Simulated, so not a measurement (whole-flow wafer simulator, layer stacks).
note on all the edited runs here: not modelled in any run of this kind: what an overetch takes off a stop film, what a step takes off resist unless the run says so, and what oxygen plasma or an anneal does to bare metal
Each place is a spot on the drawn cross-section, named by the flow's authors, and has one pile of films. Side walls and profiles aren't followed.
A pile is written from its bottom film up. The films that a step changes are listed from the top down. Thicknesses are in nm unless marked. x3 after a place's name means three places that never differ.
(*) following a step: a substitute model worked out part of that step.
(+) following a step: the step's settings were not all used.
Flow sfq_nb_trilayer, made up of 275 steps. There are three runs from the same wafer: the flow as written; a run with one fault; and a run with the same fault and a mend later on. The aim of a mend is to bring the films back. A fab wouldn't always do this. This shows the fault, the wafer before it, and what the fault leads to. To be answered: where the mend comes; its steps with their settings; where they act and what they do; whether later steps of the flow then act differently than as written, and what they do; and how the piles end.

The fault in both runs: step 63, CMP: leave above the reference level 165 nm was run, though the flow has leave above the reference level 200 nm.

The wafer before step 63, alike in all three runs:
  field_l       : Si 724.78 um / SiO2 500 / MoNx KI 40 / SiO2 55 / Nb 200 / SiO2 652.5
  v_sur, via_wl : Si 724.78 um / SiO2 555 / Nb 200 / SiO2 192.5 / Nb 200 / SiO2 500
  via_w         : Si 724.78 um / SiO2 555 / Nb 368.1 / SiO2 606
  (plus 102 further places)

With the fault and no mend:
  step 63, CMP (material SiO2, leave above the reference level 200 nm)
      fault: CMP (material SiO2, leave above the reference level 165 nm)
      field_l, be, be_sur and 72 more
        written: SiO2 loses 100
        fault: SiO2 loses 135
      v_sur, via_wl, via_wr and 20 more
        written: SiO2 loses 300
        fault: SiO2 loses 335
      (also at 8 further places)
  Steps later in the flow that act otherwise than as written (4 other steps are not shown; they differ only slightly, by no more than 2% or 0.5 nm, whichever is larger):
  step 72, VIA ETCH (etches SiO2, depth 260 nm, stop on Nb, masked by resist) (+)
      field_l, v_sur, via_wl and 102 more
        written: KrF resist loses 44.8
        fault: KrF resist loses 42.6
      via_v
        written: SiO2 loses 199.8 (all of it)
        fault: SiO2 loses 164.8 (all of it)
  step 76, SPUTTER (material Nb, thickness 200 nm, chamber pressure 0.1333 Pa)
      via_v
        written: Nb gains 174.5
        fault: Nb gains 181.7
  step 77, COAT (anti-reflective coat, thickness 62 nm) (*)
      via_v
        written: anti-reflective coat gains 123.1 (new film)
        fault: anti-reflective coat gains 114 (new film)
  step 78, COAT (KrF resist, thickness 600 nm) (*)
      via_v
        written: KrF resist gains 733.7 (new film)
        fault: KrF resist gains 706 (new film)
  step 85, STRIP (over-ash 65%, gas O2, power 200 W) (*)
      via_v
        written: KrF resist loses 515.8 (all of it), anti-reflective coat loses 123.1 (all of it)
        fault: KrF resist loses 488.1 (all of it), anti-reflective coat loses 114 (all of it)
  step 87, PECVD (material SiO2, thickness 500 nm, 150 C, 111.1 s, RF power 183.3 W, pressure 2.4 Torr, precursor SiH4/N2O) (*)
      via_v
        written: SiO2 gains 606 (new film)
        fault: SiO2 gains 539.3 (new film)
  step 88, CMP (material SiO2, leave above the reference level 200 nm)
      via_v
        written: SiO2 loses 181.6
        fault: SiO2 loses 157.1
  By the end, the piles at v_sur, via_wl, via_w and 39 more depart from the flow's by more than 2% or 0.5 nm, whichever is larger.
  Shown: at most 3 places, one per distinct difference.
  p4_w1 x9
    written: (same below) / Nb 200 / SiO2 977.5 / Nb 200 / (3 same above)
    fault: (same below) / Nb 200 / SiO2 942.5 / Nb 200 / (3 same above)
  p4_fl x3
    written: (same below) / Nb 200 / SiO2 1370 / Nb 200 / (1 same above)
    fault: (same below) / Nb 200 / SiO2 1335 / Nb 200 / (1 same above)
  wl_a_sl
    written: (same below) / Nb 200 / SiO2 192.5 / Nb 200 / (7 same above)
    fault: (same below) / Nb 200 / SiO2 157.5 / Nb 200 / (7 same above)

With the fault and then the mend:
  The mend follows step 70.
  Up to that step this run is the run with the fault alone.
  step 70a, STRIP (over-ash 65%, gas O2, power 200 W) (*)
      field_l, v_sur, via_wl and 102 more
        KrF resist loses 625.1 (all of it), anti-reflective coat loses 62 (all of it)
      via_v
        anti-reflective coat loses 62 (all of it)
  step 70b, PECVD (material SiO2, thickness 35 nm, 150 C, 7.778 s, RF power 183.3 W, pressure 2.4 Torr, precursor SiH4/N2O) (the flow's step 62, run once more with other settings)
      field_l, v_sur, via_wl and 103 more
        SiO2 gains 35
  step 70c, COAT (anti-reflective coat, thickness 62 nm) (the flow's step 65, run once more)
      field_l, v_sur, via_wl and 103 more
        anti-reflective coat gains 62 (new film)
  step 70d, COAT (KrF resist, thickness 650 nm) (the flow's step 66, run once more)
      field_l, v_sur, via_wl and 103 more
        KrF resist gains 650 (new film)
  step 70e, SOFTBAKE (KrF resist) (the flow's step 67, run once more)
      alters no film at any place that is followed
  step 70f, EXPOSE (photomask I1, dose 11.91 mJ/cm2, NA 0.6, wavelength 248 nm) (*) (the flow's step 68, run once more)
      alters no film at any place that is followed
  step 70g, PEB (KrF resist, 90 s) (the flow's step 69, run once more)
      field_l, v_sur, via_wl and 103 more
        KrF resist loses 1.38
  step 70h, DEVELOP (KrF resist, thickness 650 nm, 60 s) (the flow's step 70, run once more)
      field_l, v_sur, via_wl and 102 more
        KrF resist loses 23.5
      via_v
        KrF resist loses 648.6 (all of it)
  Every later step of the flow that is run acts as written, at every place that is followed, to within 2% or 0.5 nm, whichever is larger.
  The piles end only slightly different from the flow's at the places that both follow, by no more than 2% or 0.5 nm, whichever is larger.
